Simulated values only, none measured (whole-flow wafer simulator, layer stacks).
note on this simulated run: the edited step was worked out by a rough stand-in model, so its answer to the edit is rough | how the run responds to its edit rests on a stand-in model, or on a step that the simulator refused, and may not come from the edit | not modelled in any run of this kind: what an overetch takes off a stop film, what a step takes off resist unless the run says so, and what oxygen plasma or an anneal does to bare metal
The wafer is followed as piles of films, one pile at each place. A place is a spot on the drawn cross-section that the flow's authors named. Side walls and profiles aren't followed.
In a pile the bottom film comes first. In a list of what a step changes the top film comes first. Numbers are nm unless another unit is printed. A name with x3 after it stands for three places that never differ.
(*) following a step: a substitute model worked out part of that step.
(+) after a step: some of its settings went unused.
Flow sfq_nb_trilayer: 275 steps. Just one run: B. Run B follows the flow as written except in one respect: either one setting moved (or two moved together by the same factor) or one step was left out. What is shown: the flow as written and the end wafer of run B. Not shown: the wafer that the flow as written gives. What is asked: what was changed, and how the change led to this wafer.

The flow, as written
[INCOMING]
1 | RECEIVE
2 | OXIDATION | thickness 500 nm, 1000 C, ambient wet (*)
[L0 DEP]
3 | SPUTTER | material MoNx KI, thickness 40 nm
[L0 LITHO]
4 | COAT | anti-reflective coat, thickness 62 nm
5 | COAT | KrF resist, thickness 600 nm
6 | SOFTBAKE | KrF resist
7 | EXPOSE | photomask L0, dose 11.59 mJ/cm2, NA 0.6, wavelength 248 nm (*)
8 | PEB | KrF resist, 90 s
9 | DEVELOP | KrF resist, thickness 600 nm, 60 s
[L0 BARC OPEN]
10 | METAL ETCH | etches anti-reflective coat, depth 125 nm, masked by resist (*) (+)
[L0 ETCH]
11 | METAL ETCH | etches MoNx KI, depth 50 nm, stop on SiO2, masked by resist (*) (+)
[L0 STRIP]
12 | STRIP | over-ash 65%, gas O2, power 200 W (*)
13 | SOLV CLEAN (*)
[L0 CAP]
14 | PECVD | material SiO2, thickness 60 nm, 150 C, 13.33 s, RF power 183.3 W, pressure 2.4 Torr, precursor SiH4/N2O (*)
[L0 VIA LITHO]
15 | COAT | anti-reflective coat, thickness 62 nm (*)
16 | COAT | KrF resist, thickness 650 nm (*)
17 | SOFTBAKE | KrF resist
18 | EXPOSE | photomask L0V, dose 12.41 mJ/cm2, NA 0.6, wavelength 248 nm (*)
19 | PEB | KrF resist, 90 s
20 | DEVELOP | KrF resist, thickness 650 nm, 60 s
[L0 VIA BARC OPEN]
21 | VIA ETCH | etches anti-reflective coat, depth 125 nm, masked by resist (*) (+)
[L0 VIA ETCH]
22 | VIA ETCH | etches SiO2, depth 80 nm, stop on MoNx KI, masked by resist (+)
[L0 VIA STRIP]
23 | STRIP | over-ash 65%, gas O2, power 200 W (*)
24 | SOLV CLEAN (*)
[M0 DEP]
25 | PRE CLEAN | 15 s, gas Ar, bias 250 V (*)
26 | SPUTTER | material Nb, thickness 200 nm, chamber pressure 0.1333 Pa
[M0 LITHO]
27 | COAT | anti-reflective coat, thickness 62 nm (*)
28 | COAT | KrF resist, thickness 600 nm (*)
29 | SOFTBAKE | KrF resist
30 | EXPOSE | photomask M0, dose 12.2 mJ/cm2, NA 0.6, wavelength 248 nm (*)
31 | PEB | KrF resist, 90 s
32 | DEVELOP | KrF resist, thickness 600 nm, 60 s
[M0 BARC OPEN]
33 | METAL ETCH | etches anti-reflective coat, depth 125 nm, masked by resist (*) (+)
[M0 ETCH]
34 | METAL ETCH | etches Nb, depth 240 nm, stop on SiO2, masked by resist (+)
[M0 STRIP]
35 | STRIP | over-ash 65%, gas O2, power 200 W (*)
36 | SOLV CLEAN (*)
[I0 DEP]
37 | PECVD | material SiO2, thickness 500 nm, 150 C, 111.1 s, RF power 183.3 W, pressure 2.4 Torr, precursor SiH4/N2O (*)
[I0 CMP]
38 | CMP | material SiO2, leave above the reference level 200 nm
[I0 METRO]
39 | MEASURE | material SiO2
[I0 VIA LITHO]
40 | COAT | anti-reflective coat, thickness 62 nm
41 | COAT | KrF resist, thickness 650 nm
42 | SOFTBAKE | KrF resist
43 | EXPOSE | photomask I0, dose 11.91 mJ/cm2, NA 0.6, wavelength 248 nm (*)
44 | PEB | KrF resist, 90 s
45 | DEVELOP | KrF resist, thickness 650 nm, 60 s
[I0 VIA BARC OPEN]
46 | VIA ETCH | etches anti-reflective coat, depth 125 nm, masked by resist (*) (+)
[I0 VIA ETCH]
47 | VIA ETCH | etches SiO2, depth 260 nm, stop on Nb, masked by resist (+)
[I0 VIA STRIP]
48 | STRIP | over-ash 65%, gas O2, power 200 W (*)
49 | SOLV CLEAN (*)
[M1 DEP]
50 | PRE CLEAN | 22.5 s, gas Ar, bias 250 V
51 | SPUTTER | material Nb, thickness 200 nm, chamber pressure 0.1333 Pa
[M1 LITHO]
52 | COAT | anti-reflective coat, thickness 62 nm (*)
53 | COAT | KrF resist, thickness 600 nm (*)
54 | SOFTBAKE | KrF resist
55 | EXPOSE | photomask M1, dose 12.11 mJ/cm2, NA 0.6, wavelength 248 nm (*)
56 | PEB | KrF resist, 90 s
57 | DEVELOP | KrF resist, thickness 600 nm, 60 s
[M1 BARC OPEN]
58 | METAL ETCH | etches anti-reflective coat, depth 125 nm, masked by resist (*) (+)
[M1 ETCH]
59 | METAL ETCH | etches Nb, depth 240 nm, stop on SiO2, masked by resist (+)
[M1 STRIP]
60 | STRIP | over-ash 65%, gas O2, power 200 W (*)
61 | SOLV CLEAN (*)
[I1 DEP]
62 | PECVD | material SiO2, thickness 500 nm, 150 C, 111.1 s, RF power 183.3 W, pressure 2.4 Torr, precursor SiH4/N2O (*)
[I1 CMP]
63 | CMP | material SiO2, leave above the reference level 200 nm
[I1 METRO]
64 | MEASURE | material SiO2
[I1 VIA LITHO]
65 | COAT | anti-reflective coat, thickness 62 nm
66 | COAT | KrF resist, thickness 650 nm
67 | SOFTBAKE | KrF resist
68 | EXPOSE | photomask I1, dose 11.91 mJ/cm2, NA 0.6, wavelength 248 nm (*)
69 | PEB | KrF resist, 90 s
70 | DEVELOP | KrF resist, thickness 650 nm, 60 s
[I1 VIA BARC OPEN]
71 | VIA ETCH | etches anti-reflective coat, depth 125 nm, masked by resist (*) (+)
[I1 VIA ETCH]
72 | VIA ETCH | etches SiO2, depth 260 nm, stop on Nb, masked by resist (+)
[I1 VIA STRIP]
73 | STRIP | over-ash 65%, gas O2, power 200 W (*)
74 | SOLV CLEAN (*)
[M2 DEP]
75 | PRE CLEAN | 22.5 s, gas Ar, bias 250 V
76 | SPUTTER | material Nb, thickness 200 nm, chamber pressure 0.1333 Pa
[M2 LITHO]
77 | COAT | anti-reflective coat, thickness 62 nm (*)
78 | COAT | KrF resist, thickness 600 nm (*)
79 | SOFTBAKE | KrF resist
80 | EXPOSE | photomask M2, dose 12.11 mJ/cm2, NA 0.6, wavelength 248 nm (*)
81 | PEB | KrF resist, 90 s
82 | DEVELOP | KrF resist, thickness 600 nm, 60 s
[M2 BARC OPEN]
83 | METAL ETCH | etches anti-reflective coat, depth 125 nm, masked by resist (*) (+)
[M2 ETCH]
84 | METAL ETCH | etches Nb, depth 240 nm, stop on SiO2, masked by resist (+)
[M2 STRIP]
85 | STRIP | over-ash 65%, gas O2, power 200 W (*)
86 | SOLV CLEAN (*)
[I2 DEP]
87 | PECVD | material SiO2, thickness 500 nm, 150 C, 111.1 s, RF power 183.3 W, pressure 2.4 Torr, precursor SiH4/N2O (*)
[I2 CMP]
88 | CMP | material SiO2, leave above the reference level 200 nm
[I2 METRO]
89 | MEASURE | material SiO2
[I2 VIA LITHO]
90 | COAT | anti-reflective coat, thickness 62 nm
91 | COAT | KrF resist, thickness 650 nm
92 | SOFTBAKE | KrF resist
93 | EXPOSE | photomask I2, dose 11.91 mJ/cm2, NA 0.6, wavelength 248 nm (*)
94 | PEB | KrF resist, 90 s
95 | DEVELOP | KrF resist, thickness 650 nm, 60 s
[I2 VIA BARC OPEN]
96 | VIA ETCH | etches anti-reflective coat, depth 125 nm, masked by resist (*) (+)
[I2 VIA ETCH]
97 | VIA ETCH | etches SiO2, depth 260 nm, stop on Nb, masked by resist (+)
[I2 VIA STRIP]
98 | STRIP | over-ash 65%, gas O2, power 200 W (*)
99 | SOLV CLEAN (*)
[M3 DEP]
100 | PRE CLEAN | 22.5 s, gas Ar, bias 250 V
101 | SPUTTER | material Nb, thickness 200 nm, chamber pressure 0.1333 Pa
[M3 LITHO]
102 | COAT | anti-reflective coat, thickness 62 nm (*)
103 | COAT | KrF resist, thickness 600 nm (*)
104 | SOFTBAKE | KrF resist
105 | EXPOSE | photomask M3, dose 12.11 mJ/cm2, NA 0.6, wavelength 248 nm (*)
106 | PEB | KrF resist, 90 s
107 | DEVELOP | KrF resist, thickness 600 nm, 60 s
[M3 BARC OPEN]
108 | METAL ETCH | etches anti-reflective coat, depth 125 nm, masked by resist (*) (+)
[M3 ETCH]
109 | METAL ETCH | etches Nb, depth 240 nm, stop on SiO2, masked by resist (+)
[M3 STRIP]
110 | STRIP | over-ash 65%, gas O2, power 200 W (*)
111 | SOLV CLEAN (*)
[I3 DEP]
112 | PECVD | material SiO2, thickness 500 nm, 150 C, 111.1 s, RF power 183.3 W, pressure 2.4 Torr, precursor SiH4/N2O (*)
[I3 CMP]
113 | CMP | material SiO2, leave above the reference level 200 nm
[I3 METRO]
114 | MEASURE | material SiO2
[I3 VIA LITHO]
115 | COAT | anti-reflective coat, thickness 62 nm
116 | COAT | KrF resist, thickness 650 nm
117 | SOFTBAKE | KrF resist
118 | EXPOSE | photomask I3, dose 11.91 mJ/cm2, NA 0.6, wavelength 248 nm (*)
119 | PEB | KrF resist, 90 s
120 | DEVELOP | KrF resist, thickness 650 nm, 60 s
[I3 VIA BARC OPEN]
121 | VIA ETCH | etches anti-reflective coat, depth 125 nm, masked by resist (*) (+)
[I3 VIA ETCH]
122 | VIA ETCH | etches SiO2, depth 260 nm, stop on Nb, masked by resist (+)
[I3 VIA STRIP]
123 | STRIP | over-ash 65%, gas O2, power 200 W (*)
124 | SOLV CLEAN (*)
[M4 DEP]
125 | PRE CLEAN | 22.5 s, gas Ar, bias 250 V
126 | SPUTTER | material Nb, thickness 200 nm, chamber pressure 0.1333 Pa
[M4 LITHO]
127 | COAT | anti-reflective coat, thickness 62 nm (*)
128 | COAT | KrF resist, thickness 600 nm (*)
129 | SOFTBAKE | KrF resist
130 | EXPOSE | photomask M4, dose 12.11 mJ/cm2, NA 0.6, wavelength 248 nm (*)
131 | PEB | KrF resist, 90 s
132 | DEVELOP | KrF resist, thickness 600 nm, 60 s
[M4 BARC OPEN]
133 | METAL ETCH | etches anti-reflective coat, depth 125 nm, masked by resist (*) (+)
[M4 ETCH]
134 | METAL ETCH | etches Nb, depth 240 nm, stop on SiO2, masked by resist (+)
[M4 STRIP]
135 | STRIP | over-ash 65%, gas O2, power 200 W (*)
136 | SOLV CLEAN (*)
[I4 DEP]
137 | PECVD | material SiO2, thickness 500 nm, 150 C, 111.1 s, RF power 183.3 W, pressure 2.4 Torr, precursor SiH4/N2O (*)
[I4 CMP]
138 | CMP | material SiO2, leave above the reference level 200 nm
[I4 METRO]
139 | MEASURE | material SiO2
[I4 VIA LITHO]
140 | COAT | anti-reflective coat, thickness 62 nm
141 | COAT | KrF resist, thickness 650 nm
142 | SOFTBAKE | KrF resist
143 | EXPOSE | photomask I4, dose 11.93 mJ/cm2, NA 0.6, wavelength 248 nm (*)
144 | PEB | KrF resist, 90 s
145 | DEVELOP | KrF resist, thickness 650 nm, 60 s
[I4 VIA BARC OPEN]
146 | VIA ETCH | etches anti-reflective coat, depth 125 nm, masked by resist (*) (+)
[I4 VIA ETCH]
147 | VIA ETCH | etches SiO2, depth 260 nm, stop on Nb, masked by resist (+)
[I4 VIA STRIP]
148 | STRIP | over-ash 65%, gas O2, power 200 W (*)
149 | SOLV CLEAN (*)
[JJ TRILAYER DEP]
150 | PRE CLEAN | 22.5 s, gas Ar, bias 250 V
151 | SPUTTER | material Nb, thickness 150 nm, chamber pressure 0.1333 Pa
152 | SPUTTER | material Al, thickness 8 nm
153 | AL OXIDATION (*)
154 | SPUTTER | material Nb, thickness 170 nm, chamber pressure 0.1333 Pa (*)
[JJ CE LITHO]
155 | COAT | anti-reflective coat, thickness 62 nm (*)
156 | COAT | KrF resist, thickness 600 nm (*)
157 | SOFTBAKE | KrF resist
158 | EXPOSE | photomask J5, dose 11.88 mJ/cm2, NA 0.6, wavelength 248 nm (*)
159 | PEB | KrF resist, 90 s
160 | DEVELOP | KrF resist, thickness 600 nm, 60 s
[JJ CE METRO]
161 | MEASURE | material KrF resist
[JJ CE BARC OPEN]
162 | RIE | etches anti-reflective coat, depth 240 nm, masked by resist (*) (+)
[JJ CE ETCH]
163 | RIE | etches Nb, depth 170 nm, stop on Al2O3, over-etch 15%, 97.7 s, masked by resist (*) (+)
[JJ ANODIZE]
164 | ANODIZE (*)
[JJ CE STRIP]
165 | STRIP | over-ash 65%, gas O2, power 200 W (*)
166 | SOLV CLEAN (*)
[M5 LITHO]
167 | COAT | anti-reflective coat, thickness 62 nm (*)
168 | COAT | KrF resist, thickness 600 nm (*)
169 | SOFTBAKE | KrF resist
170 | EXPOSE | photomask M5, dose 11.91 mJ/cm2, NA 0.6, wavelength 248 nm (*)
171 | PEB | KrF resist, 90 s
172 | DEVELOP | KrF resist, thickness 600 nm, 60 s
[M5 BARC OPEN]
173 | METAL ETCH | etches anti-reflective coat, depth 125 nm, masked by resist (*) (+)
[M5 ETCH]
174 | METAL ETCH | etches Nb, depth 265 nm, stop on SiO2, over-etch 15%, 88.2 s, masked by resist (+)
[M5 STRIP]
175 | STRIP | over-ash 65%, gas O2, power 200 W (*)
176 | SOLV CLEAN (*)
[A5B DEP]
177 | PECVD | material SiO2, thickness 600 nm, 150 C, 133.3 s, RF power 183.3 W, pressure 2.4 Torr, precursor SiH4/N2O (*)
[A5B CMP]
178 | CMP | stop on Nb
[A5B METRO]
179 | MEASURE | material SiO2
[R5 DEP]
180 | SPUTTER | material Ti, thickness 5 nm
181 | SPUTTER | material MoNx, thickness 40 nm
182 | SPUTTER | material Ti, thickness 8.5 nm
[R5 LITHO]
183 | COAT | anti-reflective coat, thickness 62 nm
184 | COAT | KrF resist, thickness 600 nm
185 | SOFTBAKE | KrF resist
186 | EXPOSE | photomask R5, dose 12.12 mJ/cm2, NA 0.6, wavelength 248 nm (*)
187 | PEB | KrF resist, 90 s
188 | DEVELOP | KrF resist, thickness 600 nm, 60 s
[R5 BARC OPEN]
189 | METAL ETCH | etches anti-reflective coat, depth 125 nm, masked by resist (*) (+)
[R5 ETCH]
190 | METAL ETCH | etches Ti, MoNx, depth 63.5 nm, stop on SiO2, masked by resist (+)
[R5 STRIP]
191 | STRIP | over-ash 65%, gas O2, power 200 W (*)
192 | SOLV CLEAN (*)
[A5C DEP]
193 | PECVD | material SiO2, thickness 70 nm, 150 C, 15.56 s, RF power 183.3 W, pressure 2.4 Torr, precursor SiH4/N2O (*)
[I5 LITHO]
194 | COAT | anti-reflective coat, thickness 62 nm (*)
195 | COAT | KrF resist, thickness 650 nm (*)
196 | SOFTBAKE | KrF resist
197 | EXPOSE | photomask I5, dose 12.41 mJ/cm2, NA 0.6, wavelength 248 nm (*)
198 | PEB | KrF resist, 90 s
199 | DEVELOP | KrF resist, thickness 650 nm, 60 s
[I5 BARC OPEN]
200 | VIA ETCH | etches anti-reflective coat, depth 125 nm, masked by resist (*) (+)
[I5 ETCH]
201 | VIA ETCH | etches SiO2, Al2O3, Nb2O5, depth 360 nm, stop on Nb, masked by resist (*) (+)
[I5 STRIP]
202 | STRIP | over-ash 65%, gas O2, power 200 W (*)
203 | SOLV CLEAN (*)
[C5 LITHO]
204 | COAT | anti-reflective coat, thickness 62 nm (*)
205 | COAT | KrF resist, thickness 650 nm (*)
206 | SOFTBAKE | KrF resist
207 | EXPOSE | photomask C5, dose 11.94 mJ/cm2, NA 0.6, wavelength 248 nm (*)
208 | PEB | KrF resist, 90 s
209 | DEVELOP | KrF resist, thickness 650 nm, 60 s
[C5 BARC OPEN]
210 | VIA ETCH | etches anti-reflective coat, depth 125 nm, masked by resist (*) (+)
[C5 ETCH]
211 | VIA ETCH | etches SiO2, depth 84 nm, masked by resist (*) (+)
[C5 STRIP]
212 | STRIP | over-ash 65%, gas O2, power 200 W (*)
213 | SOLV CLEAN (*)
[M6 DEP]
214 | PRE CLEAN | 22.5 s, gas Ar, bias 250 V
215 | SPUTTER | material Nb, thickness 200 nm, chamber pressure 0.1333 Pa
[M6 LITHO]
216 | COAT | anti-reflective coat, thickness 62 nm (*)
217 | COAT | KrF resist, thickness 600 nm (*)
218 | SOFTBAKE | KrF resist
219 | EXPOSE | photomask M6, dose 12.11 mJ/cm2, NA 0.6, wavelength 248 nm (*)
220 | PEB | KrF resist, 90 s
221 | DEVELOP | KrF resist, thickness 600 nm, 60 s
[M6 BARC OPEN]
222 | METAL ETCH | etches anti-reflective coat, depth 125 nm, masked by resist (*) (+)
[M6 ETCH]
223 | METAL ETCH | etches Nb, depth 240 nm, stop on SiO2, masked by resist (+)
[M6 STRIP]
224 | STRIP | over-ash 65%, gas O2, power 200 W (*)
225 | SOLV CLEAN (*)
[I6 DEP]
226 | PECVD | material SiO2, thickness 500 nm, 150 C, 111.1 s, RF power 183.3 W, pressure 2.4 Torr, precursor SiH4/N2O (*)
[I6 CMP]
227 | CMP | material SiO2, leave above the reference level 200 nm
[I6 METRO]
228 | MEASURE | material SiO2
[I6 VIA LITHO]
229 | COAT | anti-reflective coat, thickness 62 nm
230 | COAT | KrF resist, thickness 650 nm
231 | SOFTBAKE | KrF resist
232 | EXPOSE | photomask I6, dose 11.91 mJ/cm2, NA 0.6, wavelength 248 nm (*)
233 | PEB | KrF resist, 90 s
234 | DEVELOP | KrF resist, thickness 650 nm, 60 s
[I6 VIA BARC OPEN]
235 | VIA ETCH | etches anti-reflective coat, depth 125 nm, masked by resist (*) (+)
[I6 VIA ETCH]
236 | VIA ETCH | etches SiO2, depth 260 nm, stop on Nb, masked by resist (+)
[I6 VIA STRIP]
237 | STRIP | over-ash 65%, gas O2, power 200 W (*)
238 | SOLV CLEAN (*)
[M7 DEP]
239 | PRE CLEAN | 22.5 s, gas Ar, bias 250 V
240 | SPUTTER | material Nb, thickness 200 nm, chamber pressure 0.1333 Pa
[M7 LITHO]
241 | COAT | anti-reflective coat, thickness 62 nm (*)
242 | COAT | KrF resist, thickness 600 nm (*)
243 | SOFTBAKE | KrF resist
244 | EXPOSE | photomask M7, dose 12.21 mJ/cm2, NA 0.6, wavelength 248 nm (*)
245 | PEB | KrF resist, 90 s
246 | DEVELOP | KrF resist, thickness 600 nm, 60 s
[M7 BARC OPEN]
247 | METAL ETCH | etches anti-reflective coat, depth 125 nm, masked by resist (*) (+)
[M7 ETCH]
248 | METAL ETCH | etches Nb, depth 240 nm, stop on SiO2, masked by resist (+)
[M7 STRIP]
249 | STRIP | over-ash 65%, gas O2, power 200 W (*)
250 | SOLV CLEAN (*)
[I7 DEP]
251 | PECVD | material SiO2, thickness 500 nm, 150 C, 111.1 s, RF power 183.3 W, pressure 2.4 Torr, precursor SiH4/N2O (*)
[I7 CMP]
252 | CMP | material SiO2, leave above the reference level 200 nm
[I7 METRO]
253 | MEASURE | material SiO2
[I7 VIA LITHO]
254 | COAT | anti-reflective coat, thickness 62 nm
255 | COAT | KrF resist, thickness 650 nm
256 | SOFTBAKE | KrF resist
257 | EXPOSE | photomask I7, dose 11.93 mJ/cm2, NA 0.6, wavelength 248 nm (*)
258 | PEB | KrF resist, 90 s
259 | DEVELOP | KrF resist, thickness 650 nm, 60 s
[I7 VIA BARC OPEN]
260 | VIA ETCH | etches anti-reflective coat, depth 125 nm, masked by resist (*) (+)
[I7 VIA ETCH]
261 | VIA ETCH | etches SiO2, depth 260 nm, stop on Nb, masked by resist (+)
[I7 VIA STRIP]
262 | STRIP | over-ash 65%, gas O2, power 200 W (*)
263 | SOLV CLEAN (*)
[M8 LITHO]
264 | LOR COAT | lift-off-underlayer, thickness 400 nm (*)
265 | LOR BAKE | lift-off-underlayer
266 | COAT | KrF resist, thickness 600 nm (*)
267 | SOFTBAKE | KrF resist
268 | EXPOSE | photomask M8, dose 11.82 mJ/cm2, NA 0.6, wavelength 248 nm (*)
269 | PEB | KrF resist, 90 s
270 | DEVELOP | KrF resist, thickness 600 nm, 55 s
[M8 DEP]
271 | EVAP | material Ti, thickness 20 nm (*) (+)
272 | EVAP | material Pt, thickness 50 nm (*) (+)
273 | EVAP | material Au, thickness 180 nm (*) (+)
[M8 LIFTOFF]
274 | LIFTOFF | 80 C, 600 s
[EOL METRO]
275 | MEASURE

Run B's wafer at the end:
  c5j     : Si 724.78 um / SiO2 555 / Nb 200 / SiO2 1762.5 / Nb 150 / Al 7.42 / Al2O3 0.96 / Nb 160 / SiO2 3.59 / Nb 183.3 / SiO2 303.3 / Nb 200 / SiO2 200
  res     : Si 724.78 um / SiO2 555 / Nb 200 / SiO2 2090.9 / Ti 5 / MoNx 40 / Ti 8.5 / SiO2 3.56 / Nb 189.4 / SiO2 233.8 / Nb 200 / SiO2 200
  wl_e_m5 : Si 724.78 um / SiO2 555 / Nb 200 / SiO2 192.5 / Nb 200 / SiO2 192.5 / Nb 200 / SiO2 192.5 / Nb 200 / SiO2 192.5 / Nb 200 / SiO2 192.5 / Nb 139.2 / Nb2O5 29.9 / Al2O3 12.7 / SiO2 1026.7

What caused this: step 193, PECVD: thickness 95.2 nm was run, whereas the flow has thickness 70 nm; step 193, PECVD: 21.16 s was run, where the flow has 15.56 s.

Step by step, how the change led to this:
  193 | PECVD | material SiO2, thickness 70 nm, 150 C, 15.56 s, RF power 183.3 W, pressure 2.4 Torr, precursor SiH4/N2O (*)
      field_l, v_sur, via_wl and 92 more: +95.2 SiO2 (as written it would have been: +70 SiO2)
      ce_l, c5j, ce_r and 8 more: +95.2 SiO2 (new film) (as written it would have been: +70 SiO2 (new film))
  201 | VIA ETCH | etches SiO2, Al2O3, Nb2O5, depth 360 nm, stop on Nb, masked by resist (*) (+)
      be: -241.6 SiO2 (all of it), -12.7 Al2O3 (all of it), -29.9 Nb2O5 (all of it) (as written it would have been: -216.4 SiO2 (all of it), -12.7 Al2O3 (all of it), -29.9 Nb2O5 (all of it))
  204 | COAT | anti-reflective coat, thickness 62 nm (*)
      be: +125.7 anti-reflective coat (new film) (as written it would have been: +122.2 anti-reflective coat (new film))
      be_sur: +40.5 anti-reflective coat (new film) (as written it would have been: +41.8 anti-reflective coat (new film))
  205 | COAT | KrF resist, thickness 650 nm (*)
      be: +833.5 KrF resist (new film) (as written it would have been: +815.3 KrF resist (new film))
  211 | VIA ETCH | etches SiO2, depth 84 nm, masked by resist (*) (+)
      c5j: -84 SiO2 (as written it would have been: -69.9 SiO2 (all of it), -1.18 Nb)
      res: -84 SiO2 (as written it would have been: -69.9 SiO2 (all of it))
  212 | STRIP | over-ash 65%, gas O2, power 200 W (*)
      be: -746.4 KrF resist (all of it), -125.7 anti-reflective coat (all of it) (as written it would have been: -728.2 KrF resist (all of it), -122.2 anti-reflective coat (all of it))
      be_sur: -558.5 KrF resist (all of it), -40.5 anti-reflective coat (all of it) (as written it would have been: -559.6 KrF resist (all of it), -41.8 anti-reflective coat (all of it))
  214 | PRE CLEAN | 22.5 s, gas Ar, bias 250 V
      c5j: -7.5 SiO2 (as written it would have been: -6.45 Nb)
      res: -7.5 SiO2 (as written it would have been: -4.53 Ti)
  215 | SPUTTER | material Nb, thickness 200 nm, chamber pressure 0.1333 Pa
      c5j: +183.3 Nb (new film) (as written it would have been: +188.4 Nb)
      be: +141.7 Nb (as written it would have been: +147.3 Nb)
  216 | COAT | anti-reflective coat, thickness 62 nm (*)
      be: +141 anti-reflective coat (new film) (as written it would have been: +136.7 anti-reflective coat (new film))
      be_sur: +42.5 anti-reflective coat (new film) (as written it would have been: +43.8 anti-reflective coat (new film))
      (and at 5 other places as well)
  217 | COAT | KrF resist, thickness 600 nm (*)
      be: +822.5 KrF resist (new film) (as written it would have been: +793.9 KrF resist (new film))
  224 | STRIP | over-ash 65%, gas O2, power 200 W (*)
      be: -604.4 KrF resist (all of it), -141 anti-reflective coat (all of it) (as written it would have been: -575.8 KrF resist (all of it), -136.7 anti-reflective coat (all of it))
      be_sur: -373.5 KrF resist (all of it), -42.5 anti-reflective coat (all of it) (as written it would have been: -371.2 KrF resist (all of it), -43.8 anti-reflective coat (all of it))
      (and at 5 other places as well)
  226 | PECVD | material SiO2, thickness 500 nm, 150 C, 111.1 s, RF power 183.3 W, pressure 2.4 Torr, precursor SiH4/N2O (*)
      be: +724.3 SiO2 (new film) (as written it would have been: +693.5 SiO2 (new film))
      c5j: +533.8 SiO2 (new film) (as written it would have been: +514.7 SiO2 (new film))
  227 | CMP | material SiO2, leave above the reference level 200 nm
      res: -258.7 SiO2 (as written it would have been: -279.4 SiO2)
Taking metal films that touch as one body, c5j has 5 bodies (between them, from the top down: SiO2 303.3; SiO2 3.59; Al2O3 0.96; SiO2 1762.5); the flow as written gives 4 bodies (between them, from the top down: SiO2 284.2; Al2O3 0.96; SiO2 1762.5).
Taking metal films that touch as one body, res has 4 bodies (between them, from the top down: SiO2 233.8; SiO2 3.56; SiO2 2090.9); the flow as written gives 3 bodies (between them, from the top down: SiO2 213.1; SiO2 2090.9).
